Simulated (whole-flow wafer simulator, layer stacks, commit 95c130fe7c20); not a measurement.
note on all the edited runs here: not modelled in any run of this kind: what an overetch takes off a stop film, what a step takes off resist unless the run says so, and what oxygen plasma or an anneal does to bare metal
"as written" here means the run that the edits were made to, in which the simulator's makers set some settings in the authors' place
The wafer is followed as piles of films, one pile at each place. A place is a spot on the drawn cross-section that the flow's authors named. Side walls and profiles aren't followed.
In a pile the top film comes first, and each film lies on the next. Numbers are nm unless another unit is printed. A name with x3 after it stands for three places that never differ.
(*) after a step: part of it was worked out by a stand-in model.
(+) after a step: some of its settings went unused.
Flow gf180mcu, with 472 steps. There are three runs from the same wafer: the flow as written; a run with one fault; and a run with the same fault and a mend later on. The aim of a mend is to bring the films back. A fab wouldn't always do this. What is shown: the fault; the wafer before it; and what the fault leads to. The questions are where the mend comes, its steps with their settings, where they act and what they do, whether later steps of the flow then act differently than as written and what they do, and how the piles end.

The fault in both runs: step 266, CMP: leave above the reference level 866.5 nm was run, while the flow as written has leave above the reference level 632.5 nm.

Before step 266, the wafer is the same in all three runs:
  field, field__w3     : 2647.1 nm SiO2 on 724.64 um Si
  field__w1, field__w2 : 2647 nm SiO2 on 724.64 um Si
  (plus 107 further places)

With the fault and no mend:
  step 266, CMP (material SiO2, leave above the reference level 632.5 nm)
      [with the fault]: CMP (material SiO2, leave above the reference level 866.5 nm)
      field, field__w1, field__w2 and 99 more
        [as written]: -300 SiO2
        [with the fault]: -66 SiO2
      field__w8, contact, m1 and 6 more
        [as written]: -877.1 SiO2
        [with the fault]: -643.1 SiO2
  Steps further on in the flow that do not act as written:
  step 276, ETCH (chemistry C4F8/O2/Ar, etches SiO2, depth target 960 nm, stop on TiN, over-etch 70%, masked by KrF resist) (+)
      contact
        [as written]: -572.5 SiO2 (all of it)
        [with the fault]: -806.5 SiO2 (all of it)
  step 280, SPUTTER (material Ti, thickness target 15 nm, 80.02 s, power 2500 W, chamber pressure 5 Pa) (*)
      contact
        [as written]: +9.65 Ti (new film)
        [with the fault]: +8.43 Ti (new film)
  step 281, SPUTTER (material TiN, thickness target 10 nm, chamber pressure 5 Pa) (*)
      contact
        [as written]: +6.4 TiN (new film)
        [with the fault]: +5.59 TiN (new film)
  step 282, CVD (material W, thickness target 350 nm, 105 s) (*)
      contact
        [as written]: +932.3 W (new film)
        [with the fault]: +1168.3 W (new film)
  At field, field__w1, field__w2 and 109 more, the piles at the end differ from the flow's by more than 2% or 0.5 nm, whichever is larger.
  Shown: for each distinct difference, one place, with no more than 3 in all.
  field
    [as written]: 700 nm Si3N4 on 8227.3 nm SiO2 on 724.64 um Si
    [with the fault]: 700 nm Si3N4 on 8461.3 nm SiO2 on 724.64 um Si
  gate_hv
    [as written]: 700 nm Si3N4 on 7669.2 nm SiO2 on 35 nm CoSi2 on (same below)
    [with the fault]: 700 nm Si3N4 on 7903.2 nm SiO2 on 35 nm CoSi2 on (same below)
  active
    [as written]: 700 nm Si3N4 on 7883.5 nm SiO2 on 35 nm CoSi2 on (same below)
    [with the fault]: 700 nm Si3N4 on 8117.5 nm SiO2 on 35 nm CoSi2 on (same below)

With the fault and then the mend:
  The mend stands after step 266.
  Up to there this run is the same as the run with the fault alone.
  step 266a, CMP (material SiO2, leave above the reference level 632.5 nm) (the flow's step 266 again)
      field, field__w1, field__w2 and 108 more
        -234 SiO2
  None of the later steps of the flow acts differently than as written at any place that is followed.
  At every place that both follow, the piles at the end match the flow's.
